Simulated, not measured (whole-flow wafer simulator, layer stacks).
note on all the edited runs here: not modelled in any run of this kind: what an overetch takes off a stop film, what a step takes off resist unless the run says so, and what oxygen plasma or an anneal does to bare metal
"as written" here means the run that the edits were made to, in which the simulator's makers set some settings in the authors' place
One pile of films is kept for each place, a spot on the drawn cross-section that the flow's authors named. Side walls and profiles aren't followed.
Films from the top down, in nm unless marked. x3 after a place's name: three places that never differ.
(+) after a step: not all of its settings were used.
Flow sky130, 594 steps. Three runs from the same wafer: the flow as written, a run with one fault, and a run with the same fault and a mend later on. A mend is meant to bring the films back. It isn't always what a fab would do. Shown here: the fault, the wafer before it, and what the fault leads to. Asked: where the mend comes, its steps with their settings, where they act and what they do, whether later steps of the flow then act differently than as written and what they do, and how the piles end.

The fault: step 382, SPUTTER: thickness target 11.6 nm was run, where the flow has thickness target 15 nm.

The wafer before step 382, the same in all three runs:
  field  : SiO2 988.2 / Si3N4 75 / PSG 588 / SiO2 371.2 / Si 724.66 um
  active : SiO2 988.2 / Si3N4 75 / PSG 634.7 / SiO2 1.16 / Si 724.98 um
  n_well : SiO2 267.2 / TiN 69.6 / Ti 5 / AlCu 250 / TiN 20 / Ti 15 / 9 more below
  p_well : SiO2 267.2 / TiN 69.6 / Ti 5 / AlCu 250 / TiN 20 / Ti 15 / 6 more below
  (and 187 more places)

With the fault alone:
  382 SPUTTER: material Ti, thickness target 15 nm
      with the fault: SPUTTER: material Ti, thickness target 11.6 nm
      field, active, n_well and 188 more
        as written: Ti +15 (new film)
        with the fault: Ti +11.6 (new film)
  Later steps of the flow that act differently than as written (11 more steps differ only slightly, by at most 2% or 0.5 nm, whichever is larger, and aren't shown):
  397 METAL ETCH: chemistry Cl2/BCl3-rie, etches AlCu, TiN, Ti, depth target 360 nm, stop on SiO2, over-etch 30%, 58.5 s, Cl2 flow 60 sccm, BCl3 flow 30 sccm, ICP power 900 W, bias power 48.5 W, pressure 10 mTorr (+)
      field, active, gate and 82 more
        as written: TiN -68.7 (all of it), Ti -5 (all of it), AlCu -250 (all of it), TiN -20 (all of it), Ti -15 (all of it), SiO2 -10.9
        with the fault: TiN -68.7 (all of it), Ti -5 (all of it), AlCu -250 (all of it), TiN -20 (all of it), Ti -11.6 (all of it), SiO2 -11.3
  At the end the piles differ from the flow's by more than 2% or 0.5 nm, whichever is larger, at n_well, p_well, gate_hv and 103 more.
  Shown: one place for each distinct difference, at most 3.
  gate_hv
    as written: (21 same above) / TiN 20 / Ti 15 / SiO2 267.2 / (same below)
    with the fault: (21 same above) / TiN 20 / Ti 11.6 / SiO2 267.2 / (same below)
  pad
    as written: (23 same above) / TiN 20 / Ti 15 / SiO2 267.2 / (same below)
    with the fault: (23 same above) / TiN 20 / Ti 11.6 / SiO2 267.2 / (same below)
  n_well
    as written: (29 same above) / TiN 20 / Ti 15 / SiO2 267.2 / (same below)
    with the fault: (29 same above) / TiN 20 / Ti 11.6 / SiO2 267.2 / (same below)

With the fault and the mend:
  The mend comes after step 382.
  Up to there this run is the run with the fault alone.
  382a SPUTTER: material Ti, thickness target 3.4 nm (the flow's step 382 once more, with other settings)
      field, active, n_well and 188 more
        Ti +3.4
  No later step of the flow acts differently than as written at any place that is followed.
  At the end the piles are the same as the flow's at every place that both follow.
